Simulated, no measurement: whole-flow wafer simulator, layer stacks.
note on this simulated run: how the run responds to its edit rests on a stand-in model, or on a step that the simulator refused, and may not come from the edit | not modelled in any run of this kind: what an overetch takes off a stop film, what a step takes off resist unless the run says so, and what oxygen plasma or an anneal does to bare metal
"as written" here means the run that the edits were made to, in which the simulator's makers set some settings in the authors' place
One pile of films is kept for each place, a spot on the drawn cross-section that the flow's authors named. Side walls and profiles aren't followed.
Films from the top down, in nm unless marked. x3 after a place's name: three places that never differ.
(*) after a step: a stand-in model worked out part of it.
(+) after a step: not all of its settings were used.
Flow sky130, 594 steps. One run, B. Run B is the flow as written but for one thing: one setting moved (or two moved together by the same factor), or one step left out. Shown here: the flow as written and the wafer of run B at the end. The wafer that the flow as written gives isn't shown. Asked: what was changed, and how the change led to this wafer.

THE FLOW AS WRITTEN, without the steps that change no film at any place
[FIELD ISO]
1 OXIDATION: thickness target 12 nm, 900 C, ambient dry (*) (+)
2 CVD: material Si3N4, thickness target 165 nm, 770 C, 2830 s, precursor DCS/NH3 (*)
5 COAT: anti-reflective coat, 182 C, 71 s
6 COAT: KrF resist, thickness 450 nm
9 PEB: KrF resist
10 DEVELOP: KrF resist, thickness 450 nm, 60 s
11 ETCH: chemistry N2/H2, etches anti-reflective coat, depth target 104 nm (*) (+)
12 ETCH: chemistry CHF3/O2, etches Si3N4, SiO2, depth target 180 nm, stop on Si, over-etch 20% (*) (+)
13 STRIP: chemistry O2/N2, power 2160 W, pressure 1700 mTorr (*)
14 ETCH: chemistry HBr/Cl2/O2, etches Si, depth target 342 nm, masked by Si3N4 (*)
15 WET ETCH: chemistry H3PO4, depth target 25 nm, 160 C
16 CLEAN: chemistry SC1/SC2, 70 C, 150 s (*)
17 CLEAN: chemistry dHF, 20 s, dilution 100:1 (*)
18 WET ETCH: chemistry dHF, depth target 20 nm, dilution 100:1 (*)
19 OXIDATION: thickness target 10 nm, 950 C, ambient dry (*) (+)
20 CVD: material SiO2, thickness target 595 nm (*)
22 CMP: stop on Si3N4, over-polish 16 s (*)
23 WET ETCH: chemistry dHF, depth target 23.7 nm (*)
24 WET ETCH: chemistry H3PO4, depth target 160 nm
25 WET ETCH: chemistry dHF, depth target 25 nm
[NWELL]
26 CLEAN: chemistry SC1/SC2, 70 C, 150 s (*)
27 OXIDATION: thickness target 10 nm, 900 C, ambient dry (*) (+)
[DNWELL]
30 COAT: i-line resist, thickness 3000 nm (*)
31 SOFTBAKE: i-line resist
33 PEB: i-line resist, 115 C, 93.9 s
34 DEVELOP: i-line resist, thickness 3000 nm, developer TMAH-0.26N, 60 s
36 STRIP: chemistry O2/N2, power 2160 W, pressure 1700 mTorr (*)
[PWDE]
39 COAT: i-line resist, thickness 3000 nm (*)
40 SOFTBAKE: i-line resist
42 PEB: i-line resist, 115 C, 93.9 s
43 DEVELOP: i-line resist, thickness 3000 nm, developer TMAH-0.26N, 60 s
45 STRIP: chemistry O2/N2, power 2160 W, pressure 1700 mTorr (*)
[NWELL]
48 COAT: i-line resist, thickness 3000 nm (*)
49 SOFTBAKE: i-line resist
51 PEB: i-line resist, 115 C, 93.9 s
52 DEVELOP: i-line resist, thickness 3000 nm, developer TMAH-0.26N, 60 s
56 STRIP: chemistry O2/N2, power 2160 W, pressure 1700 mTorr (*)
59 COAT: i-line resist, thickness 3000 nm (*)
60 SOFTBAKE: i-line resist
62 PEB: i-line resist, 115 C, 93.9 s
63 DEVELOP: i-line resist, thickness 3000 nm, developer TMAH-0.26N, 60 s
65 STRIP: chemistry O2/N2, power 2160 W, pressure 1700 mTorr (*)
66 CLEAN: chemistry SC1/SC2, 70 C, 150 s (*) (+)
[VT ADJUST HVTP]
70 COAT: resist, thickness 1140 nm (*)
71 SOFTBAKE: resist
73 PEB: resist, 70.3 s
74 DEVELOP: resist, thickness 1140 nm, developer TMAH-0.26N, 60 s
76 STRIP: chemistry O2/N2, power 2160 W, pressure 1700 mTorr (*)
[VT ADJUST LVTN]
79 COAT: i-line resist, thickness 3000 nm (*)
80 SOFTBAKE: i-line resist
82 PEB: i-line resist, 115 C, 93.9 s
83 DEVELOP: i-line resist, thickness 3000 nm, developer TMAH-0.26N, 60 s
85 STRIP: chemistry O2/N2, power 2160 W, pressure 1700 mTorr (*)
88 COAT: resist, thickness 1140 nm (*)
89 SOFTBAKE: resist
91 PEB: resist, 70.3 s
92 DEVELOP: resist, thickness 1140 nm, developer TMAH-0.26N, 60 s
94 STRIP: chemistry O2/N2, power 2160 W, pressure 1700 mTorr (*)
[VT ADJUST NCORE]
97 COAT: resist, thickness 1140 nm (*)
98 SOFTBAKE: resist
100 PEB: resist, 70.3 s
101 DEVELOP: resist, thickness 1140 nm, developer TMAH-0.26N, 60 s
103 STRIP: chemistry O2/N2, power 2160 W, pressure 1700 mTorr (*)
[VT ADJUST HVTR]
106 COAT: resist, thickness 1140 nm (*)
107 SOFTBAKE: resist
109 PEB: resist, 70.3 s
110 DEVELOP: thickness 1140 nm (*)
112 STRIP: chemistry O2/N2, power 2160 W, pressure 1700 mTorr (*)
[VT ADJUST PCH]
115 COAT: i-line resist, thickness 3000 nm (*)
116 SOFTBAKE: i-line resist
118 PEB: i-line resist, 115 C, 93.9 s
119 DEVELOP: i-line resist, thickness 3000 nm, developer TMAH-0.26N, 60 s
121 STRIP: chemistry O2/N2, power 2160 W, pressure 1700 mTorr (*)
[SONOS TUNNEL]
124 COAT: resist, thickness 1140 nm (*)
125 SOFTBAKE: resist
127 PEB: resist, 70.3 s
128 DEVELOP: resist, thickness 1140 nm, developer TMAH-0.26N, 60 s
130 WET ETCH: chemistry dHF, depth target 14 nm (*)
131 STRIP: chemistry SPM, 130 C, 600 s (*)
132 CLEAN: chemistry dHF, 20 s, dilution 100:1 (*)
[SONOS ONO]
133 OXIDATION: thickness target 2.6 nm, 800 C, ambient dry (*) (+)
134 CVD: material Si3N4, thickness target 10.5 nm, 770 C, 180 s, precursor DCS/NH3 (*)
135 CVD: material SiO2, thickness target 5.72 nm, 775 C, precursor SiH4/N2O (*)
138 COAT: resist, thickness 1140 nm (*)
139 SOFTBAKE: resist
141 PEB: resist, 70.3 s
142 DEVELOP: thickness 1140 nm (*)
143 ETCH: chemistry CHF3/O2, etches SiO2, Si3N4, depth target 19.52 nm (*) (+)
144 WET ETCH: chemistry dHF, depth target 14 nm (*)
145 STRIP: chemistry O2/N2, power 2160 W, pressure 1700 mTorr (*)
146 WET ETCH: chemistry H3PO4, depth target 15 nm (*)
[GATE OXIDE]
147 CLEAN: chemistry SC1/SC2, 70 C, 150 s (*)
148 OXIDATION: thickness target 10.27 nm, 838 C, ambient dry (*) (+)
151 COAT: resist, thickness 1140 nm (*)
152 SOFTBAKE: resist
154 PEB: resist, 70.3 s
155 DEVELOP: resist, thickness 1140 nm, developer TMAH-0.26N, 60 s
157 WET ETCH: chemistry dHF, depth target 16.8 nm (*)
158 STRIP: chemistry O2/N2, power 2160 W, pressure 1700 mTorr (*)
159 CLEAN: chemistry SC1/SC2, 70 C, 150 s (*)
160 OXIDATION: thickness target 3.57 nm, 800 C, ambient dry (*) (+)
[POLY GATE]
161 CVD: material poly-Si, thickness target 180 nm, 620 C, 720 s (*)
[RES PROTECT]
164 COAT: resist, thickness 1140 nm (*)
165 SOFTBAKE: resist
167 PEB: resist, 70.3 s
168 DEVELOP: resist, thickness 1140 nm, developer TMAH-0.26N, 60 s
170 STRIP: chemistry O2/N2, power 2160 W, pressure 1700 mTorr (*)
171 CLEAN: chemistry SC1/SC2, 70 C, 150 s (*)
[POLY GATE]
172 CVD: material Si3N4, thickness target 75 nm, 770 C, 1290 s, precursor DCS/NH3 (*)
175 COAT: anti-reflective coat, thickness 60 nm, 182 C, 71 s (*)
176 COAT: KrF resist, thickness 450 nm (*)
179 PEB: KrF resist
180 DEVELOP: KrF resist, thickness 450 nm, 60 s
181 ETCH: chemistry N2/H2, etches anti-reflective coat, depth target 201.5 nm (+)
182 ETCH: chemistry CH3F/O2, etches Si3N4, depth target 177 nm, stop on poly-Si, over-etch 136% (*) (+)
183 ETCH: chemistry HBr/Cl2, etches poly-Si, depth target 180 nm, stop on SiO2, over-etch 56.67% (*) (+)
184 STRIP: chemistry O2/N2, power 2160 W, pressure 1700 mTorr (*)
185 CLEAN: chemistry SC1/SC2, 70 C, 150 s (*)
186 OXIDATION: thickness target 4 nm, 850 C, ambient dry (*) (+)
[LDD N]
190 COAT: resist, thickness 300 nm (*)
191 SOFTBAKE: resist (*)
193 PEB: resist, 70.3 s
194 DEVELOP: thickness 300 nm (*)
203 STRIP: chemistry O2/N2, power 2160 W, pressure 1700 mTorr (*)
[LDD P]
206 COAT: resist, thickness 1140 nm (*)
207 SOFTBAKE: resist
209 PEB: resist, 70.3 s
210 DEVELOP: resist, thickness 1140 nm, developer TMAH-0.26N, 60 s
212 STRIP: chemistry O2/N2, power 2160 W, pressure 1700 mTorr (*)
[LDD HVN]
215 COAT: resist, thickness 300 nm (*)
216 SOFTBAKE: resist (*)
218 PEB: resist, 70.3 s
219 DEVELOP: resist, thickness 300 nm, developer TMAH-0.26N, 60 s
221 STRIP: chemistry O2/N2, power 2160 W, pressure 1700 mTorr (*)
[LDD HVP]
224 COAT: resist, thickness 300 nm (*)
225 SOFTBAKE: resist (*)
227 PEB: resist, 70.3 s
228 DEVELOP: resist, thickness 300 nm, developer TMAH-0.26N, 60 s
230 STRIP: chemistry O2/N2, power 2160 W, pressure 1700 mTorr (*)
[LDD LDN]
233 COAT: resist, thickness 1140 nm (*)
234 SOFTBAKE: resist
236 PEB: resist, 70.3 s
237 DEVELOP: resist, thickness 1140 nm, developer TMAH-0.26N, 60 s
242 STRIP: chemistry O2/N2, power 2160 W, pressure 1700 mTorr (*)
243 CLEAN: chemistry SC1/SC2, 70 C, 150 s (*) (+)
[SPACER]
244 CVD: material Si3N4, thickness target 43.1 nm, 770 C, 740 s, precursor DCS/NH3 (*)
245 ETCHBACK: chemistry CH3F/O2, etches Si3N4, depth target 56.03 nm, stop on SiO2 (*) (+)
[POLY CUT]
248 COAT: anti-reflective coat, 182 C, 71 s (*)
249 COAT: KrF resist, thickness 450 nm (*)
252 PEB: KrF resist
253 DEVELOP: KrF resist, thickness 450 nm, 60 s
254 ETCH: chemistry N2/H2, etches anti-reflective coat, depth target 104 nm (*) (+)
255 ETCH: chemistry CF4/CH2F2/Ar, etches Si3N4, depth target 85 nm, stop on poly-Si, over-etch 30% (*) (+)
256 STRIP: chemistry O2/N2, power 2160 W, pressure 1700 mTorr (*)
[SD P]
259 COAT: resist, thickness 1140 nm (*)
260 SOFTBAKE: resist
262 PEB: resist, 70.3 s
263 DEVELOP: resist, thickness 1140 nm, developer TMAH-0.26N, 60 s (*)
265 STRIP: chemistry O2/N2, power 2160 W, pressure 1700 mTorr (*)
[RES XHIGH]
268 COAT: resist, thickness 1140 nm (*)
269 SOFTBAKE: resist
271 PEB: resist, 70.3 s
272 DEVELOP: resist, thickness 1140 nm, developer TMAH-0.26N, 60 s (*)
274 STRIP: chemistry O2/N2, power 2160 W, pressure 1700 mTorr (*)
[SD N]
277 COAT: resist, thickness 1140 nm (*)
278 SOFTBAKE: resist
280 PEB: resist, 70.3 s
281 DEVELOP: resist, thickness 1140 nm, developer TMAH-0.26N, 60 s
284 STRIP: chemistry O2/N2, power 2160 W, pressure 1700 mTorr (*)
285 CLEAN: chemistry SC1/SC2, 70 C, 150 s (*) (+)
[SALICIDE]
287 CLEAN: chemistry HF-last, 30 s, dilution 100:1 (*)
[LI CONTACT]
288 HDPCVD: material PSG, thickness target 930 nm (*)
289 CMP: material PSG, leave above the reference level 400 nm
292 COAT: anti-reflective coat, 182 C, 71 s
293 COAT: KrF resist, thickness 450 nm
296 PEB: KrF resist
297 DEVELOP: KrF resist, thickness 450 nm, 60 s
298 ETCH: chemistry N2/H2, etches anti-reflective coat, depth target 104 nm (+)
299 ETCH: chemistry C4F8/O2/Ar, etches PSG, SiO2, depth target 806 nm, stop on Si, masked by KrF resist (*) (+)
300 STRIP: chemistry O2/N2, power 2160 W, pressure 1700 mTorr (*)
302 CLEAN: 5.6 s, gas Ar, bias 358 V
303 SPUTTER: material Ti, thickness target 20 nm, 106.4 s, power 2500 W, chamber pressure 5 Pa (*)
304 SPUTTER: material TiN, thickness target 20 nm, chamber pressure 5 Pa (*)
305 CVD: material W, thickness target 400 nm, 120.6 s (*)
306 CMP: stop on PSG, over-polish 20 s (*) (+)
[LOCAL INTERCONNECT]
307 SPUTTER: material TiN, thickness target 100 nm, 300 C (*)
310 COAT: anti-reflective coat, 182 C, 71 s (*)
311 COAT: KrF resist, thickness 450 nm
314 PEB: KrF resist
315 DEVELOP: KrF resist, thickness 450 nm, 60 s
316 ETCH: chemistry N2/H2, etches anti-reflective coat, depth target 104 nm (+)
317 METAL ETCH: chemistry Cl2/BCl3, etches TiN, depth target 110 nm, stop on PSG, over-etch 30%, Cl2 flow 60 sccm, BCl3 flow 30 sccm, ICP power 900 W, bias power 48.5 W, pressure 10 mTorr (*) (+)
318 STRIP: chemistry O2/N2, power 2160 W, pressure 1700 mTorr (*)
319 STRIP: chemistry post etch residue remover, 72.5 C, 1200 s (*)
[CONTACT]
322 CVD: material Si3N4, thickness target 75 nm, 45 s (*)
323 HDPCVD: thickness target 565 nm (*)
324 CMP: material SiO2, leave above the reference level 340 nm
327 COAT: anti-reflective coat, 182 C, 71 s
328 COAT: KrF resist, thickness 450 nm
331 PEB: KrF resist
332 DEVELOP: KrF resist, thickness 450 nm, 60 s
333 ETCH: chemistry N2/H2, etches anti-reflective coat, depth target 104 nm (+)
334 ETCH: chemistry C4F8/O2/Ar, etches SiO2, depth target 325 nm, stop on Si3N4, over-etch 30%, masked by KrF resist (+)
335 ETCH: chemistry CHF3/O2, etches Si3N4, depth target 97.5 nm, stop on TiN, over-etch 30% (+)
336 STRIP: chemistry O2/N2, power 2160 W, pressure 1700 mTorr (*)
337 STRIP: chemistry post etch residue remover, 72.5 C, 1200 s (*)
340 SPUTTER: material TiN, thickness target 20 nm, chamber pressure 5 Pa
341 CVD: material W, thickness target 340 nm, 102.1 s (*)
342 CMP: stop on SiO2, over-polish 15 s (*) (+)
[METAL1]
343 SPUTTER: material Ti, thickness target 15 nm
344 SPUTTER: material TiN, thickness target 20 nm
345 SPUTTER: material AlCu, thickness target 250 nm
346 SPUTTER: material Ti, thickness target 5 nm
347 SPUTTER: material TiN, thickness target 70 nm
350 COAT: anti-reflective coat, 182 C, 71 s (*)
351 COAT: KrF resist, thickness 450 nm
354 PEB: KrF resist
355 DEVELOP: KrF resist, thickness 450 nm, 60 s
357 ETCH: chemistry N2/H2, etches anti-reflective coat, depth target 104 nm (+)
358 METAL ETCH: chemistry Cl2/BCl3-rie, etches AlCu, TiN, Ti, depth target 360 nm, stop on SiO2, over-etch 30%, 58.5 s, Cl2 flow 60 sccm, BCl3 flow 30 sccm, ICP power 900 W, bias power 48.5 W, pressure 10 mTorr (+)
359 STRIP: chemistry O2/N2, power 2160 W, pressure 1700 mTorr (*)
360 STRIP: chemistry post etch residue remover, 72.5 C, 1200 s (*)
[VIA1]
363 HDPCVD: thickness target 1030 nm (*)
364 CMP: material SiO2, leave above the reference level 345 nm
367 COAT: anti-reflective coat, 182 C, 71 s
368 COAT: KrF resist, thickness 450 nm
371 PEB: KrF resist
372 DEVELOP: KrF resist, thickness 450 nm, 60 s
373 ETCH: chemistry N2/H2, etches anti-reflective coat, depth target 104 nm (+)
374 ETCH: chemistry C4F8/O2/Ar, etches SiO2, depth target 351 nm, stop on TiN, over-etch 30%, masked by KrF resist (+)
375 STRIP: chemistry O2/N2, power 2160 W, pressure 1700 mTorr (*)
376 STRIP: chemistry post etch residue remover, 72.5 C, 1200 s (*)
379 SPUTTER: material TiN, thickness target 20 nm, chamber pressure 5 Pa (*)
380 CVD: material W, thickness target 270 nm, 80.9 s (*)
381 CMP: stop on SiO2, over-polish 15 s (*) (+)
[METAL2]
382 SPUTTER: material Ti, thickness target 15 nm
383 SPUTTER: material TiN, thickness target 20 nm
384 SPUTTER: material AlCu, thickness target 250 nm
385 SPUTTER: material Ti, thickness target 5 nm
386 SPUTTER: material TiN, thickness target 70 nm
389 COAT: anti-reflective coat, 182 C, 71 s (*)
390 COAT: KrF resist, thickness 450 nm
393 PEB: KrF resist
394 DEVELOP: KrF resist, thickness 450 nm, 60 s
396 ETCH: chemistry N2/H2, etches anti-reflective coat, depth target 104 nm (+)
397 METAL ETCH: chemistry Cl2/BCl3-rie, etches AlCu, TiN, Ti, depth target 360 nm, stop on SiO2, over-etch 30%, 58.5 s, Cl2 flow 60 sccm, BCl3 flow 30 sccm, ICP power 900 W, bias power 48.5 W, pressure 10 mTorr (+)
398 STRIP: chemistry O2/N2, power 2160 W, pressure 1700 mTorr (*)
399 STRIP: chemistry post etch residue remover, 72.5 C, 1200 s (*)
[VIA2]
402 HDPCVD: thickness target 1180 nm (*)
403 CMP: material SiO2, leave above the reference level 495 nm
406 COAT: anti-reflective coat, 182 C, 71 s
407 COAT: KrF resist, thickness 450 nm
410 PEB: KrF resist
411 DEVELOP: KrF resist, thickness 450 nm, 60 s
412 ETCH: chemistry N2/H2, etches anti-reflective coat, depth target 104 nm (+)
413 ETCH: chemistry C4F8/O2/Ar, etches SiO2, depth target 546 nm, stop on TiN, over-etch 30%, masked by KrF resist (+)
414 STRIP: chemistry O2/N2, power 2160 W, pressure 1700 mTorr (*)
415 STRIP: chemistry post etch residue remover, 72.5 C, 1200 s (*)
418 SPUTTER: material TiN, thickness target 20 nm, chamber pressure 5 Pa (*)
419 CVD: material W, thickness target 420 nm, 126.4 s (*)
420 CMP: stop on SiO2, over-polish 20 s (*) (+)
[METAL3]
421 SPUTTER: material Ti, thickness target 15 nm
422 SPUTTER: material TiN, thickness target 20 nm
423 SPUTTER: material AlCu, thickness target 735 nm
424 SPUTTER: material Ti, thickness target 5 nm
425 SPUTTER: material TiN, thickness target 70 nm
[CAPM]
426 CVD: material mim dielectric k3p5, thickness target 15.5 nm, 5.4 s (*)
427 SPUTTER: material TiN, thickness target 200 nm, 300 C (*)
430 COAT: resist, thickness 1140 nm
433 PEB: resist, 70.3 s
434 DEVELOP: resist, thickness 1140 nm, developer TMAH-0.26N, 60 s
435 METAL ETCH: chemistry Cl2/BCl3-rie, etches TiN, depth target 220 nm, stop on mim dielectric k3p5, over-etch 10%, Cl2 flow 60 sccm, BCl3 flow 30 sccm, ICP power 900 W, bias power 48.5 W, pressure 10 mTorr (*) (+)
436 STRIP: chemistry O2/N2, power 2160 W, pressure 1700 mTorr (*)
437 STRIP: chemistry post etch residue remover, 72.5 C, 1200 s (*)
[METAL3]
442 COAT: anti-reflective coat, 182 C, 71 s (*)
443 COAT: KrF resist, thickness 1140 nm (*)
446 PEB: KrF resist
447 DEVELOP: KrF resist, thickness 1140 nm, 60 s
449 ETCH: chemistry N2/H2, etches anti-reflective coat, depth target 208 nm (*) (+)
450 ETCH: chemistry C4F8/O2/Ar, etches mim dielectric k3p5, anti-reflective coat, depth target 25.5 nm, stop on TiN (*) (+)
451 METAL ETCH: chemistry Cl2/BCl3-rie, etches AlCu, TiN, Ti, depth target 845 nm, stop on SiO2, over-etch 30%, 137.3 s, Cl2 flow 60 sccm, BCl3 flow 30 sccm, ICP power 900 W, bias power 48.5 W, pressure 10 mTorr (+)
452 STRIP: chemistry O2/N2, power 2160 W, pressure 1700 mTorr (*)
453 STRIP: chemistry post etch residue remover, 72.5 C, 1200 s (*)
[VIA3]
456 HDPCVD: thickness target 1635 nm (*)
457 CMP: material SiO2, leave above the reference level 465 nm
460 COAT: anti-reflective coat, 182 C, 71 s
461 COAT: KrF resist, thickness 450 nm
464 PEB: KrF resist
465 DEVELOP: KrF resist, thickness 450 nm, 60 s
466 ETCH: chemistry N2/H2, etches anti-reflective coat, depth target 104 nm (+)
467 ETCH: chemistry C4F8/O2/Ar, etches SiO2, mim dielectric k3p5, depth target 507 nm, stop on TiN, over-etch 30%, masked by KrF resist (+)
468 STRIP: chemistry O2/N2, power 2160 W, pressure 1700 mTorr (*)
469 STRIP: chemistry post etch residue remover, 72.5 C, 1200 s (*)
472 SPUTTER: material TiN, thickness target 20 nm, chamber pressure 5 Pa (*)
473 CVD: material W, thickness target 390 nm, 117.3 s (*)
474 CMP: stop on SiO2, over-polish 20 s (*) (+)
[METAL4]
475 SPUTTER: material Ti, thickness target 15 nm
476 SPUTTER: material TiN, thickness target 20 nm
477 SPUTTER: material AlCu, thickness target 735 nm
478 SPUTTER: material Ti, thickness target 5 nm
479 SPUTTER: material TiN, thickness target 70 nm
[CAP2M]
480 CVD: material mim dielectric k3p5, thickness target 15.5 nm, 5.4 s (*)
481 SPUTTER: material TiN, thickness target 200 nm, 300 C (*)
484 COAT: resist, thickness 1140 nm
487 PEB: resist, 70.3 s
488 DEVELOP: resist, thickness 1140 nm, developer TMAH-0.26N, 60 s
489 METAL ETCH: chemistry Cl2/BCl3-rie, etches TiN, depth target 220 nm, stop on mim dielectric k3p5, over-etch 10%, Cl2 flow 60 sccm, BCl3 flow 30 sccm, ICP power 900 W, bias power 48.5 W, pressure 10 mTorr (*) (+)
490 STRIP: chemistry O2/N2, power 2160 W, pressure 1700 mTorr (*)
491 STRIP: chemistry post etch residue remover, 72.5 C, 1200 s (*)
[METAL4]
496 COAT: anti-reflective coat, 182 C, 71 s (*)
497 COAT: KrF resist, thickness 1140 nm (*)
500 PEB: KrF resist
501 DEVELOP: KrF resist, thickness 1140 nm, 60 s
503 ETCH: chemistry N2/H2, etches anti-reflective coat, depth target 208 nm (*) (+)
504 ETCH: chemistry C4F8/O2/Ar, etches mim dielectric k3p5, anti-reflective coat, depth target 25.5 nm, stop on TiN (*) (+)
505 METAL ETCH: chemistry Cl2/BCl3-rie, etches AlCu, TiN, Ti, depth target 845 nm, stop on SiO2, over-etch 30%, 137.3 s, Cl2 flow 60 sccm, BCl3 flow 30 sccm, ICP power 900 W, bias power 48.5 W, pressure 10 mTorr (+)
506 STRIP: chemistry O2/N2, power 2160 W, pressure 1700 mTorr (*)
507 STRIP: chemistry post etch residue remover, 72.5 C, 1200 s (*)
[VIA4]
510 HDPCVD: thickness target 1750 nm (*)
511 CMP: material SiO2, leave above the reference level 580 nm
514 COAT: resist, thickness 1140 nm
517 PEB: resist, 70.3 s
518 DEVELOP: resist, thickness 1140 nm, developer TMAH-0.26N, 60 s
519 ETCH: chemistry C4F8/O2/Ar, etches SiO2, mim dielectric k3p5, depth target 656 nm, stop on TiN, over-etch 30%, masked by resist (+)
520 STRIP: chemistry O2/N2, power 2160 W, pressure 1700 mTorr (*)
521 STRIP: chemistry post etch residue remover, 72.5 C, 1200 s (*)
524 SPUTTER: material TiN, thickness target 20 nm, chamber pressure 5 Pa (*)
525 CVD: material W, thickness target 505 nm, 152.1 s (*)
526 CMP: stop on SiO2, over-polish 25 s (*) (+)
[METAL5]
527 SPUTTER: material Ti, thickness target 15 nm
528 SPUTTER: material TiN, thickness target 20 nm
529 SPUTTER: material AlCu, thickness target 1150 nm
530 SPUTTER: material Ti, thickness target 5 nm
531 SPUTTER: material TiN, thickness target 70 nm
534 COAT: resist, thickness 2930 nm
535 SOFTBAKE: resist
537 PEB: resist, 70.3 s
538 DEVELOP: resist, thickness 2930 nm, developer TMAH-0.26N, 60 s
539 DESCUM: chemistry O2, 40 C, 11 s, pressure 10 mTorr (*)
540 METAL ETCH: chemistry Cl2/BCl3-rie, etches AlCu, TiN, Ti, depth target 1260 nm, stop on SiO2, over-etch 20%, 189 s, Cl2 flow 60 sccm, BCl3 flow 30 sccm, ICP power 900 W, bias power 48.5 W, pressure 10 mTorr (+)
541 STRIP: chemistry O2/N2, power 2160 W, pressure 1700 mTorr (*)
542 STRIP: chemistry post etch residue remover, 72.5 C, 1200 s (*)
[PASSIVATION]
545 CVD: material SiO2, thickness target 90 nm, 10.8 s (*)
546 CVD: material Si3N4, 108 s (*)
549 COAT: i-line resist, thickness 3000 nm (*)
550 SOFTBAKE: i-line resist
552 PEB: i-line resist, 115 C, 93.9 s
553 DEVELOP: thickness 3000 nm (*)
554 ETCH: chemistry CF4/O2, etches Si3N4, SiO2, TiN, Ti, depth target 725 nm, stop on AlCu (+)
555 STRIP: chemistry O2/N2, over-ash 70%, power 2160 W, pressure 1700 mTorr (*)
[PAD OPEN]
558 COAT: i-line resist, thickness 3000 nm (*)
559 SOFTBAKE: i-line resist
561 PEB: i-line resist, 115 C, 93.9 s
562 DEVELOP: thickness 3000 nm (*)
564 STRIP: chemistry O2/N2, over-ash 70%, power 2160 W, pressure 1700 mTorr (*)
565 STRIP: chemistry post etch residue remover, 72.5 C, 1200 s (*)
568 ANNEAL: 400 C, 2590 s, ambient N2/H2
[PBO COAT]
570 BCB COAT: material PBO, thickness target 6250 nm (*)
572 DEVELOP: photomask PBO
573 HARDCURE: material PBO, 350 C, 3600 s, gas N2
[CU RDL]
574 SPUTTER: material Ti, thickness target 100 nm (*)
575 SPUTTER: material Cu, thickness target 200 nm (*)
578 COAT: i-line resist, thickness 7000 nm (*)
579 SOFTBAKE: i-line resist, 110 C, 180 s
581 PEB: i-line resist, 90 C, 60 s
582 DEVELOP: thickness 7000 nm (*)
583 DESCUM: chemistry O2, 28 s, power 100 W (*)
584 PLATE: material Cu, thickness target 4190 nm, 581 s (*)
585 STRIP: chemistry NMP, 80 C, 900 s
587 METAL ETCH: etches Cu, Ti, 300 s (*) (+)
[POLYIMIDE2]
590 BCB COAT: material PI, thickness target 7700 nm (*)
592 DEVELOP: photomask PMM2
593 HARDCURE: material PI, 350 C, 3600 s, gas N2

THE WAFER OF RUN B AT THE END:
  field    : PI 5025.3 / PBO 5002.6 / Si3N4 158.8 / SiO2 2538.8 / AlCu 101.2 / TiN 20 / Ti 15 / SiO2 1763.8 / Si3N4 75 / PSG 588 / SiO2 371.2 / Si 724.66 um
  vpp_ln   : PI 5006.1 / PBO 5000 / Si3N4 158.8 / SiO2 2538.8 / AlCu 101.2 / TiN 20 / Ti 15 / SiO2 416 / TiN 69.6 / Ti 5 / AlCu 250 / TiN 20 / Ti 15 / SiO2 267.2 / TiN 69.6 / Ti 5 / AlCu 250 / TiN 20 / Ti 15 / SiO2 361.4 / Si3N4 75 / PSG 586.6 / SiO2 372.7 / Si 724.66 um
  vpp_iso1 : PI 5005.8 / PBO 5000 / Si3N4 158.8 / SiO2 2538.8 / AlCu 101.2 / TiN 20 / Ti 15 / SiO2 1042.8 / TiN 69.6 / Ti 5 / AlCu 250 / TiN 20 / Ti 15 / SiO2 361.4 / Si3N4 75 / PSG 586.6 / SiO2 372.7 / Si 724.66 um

The cause: step 451, METAL ETCH: depth target 540.8 nm was run, where the flow has depth target 845 nm; step 451, METAL ETCH: 87.9 s was run, where the flow has 137.3 s.

How the change led to this, step by step:
  451 METAL ETCH: chemistry Cl2/BCl3-rie, etches AlCu, TiN, Ti, depth target 845 nm, stop on SiO2, over-etch 30%, 137.3 s, Cl2 flow 60 sccm, BCl3 flow 30 sccm, ICP power 900 W, bias power 48.5 W, pressure 10 mTorr (+)
      field, gate, spacer and 68 more: TiN -70 (all of it), Ti -5 (all of it), AlCu -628 (as written it would be: TiN -70 (all of it), Ti -5 (all of it), AlCu -735 (all of it), TiN -20 (all of it), Ti -15 (all of it), SiO2 -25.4)
      active, vpp_ln, vpp_iso2 and 11 more: TiN -70 (all of it), Ti -5 (all of it), AlCu -628 (as written it would be: TiN -70 (all of it), Ti -5 (all of it), AlCu -735 (all of it), TiN -20 (all of it), Ti -15 (all of it), SiO2 -25.3)
      (and at 107 more places)
  452 STRIP: chemistry O2/N2, power 2160 W, pressure 1700 mTorr (*)
      dice_street, dext_nw_sti, dext_ntap_nw and 45 more: KrF resist -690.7 (all of it), anti-reflective coat -80 (all of it) (as written it would be: KrF resist -492.9 (all of it), anti-reflective coat -80 (all of it))
      n_well, p_well, gate_hv and 34 more: KrF resist -690.6 (all of it), anti-reflective coat -80 (all of it) (as written it would be: KrF resist -492.9 (all of it), anti-reflective coat -80 (all of it))
      (and at 22 more places)
  453 STRIP: chemistry post etch residue remover, 72.5 C, 1200 s (*)
      field, active, gate and 82 more: AlCu -5.72 (as written it would be: nothing)
  456 HDPCVD: thickness target 1635 nm (*)
      field, active, gate and 82 more: SiO2 +1635 (new film) (as written it would be: SiO2 +1635)
  457 CMP: material SiO2, leave above the reference level 465 nm
      field, active, gate and 82 more: SiO2 -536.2 (as written it would be: SiO2 -374.7)
Counting metal films that touch as one body, field has 1 body; the flow as written gives 0 bodies.
Counting metal films that touch as one body, vpp_ln has 3 bodies (between them, from the top down: SiO2 416; SiO2 267.2); the flow as written gives 2 bodies (between them, from the top down: SiO2 267.2).
Counting metal films that touch as one body, vpp_iso1 has 2 bodies (between them, from the top down: SiO2 1042.8); the flow as written gives 1 body.
